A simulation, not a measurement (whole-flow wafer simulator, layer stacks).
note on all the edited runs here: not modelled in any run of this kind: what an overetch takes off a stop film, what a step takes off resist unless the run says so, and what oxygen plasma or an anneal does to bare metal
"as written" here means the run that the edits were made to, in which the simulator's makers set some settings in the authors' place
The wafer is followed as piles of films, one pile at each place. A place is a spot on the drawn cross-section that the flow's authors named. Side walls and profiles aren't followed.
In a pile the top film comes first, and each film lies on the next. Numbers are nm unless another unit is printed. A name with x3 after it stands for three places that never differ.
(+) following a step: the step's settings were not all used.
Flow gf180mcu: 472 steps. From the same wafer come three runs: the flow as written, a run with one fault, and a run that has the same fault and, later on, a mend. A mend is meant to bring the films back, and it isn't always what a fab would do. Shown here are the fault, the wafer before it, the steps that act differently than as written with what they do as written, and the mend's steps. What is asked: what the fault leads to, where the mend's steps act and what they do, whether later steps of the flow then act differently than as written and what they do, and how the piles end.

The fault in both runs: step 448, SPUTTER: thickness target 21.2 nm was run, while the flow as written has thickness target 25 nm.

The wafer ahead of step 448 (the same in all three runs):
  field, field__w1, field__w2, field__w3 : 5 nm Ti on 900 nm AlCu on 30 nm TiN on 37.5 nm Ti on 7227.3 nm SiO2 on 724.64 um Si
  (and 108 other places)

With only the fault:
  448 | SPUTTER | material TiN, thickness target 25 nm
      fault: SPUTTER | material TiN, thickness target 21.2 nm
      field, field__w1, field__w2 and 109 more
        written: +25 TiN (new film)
        fault: +21.2 TiN (new film)
  Later steps of the flow acting differently than as written (not shown: 5 more steps that differ only slightly, by at most 2% or 0.5 nm, whichever is larger):
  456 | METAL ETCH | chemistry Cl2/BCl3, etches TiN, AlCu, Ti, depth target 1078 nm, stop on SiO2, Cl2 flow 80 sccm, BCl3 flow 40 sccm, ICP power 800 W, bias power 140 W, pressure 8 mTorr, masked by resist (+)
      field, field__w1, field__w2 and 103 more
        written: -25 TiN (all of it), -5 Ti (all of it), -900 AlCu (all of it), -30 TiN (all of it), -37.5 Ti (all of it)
        fault: -21.2 TiN (all of it), -5 Ti (all of it), -900 AlCu (all of it), -30 TiN (all of it), -37.5 Ti (all of it)
  At field__w8, contact, m1, m1__w1, pad, m1_nw, the piles at the end differ from the flow's by more than 2% or 0.5 nm, whichever is larger.
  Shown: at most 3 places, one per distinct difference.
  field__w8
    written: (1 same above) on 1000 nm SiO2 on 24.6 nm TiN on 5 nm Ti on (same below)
    fault: (1 same above) on 1000 nm SiO2 on 20.8 nm TiN on 5 nm Ti on (same below)
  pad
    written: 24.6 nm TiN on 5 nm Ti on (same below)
    fault: 20.8 nm TiN on 5 nm Ti on (same below)

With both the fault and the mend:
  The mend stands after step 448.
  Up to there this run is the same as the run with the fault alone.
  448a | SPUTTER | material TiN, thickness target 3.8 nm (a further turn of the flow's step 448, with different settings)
      field, field__w1, field__w2 and 109 more
        +3.8 TiN
  Later steps of the flow that are run all act as written at every place that is followed.
  At every place that both follow, the piles at the end match the flow's.
